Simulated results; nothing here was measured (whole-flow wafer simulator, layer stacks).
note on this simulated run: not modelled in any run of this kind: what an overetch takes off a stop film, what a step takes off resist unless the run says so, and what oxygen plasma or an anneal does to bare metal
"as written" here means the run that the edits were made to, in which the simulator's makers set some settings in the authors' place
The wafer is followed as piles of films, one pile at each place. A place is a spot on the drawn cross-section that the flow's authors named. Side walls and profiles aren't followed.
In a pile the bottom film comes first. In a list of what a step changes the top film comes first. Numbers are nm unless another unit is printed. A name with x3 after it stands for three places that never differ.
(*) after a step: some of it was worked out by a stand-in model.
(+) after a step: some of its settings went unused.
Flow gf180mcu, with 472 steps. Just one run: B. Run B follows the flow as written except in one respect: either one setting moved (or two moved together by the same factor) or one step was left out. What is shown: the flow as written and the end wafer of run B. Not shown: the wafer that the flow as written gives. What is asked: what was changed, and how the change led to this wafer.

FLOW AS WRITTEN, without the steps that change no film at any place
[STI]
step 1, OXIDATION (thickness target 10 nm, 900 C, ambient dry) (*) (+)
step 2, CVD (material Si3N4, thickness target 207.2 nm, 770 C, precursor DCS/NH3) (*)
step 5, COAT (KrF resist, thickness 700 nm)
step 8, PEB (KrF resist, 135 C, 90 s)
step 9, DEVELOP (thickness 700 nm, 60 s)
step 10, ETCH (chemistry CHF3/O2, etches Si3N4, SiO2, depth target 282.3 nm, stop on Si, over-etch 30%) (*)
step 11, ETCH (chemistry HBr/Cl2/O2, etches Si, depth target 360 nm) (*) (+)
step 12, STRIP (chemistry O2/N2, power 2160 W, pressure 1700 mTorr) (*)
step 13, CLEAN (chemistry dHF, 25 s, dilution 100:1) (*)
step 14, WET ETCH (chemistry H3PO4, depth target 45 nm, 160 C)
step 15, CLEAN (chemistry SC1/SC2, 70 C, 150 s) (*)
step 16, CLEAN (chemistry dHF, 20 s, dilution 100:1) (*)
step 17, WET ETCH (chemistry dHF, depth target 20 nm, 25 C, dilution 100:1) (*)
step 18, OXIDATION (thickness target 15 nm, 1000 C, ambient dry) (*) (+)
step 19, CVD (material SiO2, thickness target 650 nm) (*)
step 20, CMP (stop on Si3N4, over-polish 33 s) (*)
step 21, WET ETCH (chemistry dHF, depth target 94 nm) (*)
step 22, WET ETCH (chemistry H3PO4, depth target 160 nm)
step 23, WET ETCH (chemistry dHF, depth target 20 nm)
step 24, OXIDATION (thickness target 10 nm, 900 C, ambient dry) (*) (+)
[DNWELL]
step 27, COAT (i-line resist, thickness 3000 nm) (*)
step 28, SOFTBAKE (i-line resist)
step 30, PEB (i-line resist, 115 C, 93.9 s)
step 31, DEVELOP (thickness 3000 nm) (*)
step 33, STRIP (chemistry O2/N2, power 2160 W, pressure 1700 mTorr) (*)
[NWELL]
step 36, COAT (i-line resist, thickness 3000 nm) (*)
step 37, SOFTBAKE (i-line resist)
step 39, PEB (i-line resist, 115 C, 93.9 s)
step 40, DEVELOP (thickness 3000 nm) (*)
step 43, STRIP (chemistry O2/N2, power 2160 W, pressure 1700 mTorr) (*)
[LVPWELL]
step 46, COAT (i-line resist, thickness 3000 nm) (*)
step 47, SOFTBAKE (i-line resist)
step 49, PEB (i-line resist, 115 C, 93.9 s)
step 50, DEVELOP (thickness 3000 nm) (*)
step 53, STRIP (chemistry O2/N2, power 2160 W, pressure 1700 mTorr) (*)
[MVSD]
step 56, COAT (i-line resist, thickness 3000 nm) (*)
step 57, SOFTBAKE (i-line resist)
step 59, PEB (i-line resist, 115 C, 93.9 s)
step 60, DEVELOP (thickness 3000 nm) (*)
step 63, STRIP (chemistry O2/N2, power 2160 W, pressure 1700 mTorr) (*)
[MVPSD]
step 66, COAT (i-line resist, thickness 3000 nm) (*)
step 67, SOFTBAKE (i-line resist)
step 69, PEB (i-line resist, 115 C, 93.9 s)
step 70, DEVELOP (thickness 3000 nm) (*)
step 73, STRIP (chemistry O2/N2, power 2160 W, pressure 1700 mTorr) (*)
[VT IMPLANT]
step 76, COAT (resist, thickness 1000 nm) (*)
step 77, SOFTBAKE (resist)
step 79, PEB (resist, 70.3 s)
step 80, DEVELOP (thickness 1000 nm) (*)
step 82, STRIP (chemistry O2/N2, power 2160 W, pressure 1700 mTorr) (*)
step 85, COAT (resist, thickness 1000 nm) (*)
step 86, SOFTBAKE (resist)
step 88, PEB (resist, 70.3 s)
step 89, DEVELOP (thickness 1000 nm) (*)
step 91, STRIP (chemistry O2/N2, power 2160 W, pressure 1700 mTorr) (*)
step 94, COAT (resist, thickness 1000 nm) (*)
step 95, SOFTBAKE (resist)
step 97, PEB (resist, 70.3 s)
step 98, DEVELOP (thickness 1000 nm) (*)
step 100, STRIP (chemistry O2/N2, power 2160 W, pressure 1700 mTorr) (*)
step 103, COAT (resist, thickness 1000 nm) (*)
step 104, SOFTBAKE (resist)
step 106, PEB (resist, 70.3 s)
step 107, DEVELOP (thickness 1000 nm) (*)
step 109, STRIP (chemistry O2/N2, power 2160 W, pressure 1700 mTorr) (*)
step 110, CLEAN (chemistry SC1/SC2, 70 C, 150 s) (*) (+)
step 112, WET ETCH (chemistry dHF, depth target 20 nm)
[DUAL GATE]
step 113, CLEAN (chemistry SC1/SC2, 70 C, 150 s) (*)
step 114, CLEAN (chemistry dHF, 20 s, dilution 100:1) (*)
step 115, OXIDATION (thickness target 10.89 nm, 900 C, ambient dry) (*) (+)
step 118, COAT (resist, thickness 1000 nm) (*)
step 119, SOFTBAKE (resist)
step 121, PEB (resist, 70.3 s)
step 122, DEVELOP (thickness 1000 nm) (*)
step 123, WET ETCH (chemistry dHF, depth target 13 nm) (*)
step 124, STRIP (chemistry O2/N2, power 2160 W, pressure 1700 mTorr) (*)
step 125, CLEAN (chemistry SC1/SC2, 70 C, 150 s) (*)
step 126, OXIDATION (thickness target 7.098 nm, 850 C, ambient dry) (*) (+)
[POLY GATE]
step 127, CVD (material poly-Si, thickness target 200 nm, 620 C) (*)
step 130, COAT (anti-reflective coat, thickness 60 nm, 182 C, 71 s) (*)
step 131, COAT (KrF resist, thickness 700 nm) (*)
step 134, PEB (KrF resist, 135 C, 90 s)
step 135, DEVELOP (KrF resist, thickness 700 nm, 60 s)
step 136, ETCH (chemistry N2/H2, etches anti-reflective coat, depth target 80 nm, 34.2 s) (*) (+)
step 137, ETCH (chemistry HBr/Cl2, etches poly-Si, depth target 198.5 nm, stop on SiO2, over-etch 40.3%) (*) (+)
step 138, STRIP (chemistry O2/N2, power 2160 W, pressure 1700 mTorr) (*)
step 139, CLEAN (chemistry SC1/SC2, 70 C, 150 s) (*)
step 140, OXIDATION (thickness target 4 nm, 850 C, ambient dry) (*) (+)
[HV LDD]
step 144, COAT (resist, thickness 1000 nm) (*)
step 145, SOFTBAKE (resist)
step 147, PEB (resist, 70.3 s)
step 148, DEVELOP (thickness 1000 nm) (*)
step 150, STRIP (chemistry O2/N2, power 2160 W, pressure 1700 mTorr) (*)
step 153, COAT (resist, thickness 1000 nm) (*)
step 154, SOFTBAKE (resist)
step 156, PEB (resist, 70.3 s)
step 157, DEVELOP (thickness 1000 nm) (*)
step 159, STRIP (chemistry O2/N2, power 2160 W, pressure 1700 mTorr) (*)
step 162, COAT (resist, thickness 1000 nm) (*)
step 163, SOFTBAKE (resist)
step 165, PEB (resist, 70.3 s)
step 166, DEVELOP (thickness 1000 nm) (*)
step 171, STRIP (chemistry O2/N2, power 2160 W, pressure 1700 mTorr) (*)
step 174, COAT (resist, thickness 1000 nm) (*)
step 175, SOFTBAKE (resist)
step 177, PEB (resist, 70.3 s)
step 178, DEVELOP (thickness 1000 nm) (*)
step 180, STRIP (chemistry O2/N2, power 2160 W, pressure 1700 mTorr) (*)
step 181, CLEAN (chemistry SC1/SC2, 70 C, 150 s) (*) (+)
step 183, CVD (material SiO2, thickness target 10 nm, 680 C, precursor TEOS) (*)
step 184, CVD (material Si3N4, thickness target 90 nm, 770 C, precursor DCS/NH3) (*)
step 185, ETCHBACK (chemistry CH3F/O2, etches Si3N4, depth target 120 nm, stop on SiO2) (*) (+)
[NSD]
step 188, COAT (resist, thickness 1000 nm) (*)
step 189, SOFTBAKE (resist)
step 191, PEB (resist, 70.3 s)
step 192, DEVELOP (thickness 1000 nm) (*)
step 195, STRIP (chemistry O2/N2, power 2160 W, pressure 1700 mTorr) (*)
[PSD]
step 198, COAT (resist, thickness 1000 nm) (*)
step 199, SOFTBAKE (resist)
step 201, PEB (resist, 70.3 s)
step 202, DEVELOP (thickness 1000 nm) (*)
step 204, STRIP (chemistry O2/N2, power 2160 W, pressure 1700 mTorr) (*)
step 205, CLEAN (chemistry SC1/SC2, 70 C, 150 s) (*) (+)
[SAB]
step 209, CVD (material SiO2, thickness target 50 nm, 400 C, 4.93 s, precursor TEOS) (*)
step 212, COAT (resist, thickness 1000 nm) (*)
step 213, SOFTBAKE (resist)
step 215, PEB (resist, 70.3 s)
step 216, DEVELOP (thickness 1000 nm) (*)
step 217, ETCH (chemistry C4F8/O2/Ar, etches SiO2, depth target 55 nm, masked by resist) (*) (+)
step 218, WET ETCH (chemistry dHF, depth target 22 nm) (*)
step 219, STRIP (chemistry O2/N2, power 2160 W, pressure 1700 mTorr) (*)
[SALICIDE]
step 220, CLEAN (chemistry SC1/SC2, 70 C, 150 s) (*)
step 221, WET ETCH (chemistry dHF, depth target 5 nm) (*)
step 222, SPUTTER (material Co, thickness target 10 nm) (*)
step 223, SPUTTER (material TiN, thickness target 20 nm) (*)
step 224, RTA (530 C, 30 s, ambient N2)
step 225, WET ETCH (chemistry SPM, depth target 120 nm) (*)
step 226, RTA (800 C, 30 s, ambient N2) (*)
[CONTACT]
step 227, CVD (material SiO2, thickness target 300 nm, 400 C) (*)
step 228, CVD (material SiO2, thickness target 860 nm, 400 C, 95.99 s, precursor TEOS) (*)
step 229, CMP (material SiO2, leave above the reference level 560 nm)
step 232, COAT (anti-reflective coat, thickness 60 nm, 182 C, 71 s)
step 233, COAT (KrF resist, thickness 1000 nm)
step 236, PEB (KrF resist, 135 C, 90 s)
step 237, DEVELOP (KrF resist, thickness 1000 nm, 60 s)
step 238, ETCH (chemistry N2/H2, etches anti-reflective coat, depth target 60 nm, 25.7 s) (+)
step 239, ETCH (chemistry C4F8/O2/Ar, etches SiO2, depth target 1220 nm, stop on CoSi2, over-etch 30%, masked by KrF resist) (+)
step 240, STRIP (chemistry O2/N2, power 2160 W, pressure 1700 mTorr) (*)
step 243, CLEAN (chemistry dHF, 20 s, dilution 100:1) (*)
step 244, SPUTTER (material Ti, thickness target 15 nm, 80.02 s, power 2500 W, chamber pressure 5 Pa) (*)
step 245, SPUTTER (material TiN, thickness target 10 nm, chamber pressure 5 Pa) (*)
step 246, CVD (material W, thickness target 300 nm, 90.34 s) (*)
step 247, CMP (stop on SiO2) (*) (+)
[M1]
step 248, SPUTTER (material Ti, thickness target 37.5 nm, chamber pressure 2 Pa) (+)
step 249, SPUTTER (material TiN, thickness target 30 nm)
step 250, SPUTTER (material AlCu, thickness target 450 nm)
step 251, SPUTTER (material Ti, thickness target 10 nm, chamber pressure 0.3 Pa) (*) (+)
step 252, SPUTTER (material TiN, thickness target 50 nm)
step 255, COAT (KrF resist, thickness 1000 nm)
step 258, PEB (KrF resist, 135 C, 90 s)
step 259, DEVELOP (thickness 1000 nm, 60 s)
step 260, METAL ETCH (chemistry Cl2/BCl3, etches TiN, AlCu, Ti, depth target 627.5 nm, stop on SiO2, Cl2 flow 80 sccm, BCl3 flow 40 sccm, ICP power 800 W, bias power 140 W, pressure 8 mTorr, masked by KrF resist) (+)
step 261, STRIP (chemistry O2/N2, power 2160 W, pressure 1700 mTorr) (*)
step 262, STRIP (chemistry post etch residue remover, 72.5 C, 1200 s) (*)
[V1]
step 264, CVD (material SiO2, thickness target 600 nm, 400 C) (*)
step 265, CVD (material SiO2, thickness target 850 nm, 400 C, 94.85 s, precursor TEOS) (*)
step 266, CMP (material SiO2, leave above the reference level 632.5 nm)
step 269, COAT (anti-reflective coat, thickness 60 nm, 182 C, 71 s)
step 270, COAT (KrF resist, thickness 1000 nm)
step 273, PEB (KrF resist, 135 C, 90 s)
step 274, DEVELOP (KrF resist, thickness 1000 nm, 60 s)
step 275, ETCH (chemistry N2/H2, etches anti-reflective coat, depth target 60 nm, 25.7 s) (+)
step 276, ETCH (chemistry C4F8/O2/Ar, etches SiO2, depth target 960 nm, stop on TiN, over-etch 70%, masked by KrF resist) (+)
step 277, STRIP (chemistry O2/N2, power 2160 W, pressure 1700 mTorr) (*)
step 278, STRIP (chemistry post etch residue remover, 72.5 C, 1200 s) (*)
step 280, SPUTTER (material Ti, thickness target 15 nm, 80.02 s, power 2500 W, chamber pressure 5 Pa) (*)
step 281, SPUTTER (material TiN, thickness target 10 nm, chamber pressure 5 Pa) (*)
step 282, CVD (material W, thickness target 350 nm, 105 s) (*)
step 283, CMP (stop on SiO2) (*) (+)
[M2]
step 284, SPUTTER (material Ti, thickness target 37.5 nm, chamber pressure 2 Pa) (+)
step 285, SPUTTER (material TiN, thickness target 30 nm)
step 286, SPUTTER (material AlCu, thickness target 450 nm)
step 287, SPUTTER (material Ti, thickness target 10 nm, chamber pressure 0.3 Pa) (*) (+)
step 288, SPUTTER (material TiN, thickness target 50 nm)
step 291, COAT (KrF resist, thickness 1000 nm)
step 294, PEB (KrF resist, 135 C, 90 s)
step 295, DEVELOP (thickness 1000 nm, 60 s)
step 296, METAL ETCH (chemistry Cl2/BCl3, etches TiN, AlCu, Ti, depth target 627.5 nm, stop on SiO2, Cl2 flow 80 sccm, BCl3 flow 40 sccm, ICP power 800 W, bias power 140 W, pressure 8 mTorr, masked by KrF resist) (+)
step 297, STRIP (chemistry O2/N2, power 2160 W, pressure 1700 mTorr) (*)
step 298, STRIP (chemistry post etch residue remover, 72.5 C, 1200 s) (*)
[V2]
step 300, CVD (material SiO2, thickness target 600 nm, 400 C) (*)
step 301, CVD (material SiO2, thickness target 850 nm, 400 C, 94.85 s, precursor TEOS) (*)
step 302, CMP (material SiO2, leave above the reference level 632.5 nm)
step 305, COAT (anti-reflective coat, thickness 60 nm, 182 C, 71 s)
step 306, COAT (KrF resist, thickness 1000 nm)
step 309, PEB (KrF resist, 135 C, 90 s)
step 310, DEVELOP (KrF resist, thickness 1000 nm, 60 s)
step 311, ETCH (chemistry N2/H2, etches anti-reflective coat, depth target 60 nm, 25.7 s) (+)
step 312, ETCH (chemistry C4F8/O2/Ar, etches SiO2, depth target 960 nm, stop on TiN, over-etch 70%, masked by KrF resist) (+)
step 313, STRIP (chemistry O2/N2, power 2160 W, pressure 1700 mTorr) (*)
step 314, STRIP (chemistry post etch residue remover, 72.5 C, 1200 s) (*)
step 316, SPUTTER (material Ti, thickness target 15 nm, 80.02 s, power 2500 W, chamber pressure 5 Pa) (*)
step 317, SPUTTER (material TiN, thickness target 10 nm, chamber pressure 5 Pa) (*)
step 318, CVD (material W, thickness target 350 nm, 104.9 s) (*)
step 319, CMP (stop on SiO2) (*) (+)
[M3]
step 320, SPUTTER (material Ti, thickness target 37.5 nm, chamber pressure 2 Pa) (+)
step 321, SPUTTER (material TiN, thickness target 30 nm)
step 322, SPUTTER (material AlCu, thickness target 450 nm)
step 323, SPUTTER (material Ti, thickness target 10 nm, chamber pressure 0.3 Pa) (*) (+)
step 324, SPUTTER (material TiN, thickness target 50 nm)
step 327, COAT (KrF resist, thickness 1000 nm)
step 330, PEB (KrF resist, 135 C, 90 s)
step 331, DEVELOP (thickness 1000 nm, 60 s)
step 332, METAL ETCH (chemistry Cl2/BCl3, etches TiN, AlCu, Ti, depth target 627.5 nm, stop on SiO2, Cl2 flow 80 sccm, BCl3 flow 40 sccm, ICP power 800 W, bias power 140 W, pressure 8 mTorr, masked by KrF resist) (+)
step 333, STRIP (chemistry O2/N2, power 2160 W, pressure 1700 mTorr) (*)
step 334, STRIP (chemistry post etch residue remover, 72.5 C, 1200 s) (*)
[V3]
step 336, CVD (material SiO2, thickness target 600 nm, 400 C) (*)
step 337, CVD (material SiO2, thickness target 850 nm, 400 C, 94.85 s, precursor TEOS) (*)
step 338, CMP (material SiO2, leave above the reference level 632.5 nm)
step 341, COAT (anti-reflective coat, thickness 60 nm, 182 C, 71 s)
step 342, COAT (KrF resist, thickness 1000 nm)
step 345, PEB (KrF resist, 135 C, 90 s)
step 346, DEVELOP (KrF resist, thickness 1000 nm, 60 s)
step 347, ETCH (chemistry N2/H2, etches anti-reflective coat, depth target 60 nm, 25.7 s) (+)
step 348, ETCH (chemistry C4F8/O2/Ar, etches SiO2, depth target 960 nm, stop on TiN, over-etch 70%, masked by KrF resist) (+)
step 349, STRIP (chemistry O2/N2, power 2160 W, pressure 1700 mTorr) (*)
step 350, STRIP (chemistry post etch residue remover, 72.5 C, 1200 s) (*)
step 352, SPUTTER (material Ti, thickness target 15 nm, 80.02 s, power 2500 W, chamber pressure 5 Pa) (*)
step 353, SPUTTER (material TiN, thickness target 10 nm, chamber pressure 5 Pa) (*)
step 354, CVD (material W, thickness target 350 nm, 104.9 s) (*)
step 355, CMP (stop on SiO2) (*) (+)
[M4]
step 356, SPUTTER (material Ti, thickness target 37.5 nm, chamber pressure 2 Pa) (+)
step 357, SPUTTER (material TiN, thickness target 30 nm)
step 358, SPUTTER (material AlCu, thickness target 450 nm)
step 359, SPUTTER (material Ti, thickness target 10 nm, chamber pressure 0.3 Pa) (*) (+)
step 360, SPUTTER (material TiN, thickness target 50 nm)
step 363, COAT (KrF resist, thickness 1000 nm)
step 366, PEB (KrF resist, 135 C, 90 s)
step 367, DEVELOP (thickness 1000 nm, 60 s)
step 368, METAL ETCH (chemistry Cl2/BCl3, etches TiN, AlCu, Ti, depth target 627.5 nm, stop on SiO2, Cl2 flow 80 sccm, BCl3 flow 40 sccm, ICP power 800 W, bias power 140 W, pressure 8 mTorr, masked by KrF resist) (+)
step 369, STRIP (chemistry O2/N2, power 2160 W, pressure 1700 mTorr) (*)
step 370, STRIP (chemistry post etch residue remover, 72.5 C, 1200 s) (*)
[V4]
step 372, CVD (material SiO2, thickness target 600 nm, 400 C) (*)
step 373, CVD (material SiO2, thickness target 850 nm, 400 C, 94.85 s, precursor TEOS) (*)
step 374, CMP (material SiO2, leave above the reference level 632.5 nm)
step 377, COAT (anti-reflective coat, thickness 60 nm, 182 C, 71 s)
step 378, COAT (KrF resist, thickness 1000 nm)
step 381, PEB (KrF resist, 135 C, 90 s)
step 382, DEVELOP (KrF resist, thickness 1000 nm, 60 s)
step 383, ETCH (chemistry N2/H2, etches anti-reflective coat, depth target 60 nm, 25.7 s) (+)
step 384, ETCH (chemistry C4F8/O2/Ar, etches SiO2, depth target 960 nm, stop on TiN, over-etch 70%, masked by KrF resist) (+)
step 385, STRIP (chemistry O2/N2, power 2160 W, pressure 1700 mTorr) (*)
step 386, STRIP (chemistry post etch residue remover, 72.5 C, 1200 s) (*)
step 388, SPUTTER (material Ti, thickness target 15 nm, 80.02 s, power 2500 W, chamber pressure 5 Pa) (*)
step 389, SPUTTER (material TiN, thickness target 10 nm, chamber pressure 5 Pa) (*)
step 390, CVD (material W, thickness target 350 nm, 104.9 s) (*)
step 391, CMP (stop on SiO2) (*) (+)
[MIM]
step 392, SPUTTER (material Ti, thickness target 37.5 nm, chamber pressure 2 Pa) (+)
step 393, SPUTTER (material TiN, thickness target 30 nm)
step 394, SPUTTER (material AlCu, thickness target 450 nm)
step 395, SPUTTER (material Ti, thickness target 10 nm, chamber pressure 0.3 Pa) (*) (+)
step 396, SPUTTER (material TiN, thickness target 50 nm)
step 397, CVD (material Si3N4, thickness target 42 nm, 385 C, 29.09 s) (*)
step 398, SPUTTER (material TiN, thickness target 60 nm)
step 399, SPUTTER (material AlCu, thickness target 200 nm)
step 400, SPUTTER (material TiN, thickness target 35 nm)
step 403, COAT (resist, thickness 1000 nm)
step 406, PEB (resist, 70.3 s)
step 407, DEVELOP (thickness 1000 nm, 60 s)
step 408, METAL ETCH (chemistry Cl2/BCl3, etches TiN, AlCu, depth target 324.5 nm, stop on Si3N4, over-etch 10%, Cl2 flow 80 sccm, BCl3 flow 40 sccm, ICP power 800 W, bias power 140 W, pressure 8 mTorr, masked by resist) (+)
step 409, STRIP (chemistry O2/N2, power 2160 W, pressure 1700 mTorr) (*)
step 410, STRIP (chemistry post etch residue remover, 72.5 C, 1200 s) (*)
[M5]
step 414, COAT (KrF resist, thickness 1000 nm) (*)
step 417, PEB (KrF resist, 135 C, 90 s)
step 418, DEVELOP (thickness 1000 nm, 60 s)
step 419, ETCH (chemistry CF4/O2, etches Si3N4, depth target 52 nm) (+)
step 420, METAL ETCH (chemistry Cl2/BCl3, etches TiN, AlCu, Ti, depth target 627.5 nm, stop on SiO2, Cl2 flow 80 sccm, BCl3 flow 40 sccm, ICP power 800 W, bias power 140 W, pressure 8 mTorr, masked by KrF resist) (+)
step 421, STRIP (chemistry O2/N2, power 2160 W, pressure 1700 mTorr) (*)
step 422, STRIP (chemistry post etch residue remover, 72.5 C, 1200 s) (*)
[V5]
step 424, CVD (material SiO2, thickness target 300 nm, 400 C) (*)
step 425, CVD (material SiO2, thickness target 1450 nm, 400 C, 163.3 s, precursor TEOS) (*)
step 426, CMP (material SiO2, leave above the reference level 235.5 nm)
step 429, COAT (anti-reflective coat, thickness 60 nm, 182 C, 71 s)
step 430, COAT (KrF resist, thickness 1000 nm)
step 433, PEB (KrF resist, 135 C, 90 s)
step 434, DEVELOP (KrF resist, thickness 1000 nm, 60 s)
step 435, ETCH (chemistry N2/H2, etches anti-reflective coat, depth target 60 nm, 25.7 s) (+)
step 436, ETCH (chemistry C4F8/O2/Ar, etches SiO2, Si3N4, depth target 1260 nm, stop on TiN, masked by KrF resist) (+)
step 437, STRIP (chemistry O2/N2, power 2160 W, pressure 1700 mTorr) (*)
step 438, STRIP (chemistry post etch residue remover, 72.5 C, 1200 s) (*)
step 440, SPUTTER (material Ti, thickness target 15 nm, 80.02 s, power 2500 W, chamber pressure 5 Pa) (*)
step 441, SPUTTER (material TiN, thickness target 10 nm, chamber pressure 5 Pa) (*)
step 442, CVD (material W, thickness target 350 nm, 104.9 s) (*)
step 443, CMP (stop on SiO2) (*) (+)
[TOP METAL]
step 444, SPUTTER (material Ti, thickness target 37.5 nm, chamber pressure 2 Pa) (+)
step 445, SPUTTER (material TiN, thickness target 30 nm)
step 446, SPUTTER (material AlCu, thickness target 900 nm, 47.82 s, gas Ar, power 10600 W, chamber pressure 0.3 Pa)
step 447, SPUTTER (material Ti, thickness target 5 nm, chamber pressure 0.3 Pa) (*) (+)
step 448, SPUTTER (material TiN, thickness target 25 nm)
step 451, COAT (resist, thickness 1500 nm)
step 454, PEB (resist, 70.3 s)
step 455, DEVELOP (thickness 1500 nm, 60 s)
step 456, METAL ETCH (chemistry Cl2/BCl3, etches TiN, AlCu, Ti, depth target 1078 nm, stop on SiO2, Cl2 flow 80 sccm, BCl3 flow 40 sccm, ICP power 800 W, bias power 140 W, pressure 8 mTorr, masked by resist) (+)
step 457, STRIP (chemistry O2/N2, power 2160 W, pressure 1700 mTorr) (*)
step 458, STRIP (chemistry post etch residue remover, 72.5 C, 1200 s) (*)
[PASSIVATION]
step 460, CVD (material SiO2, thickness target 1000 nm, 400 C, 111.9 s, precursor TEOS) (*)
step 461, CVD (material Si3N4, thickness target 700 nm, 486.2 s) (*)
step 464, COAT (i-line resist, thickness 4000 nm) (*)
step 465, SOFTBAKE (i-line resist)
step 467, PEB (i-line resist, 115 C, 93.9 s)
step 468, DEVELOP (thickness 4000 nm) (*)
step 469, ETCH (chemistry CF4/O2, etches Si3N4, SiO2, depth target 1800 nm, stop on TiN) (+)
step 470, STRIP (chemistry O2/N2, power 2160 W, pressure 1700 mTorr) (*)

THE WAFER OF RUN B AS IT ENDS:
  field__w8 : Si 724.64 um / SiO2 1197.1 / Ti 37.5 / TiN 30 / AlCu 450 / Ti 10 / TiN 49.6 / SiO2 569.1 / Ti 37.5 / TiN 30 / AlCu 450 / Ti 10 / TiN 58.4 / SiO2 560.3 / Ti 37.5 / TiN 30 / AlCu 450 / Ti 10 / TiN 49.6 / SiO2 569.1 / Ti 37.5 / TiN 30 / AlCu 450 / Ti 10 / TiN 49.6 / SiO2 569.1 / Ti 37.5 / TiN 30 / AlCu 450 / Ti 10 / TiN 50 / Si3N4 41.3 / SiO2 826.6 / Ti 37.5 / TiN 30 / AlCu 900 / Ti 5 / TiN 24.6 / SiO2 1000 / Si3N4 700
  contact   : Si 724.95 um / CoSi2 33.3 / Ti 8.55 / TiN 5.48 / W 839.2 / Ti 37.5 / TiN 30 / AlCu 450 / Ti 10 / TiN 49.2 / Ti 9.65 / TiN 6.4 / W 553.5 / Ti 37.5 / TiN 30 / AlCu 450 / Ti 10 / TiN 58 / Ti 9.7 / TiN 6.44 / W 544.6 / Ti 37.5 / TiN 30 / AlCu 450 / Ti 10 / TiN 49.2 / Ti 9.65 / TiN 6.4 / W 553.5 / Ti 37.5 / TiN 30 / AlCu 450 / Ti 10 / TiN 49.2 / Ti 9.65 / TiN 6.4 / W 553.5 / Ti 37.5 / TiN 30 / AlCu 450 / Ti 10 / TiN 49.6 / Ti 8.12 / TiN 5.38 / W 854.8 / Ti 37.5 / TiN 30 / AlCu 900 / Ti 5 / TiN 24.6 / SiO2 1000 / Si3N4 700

What caused this: step 288, SPUTTER: thickness target 58.8 nm was run, though the flow has thickness target 50 nm.

The path from the change to this, step by step:
  step 288, SPUTTER (material TiN, thickness target 50 nm)
      field, field__w1, field__w2 and 108 more: TiN gains 58.8 (new film) (as written it would have been: TiN gains 50 (new film))
  step 296, METAL ETCH (chemistry Cl2/BCl3, etches TiN, AlCu, Ti, depth target 627.5 nm, stop on SiO2, Cl2 flow 80 sccm, BCl3 flow 40 sccm, ICP power 800 W, bias power 140 W, pressure 8 mTorr, masked by KrF resist) (+)
      field, field__w1, field__w2 and 103 more: TiN loses 58.8 (all of it), Ti loses 10 (all of it), AlCu loses 450 (all of it), TiN loses 30 (all of it), Ti loses 37.5 (all of it) (as written it would have been: TiN loses 50 (all of it), Ti loses 10 (all of it), AlCu loses 450 (all of it), TiN loses 30 (all of it), Ti loses 37.5 (all of it))
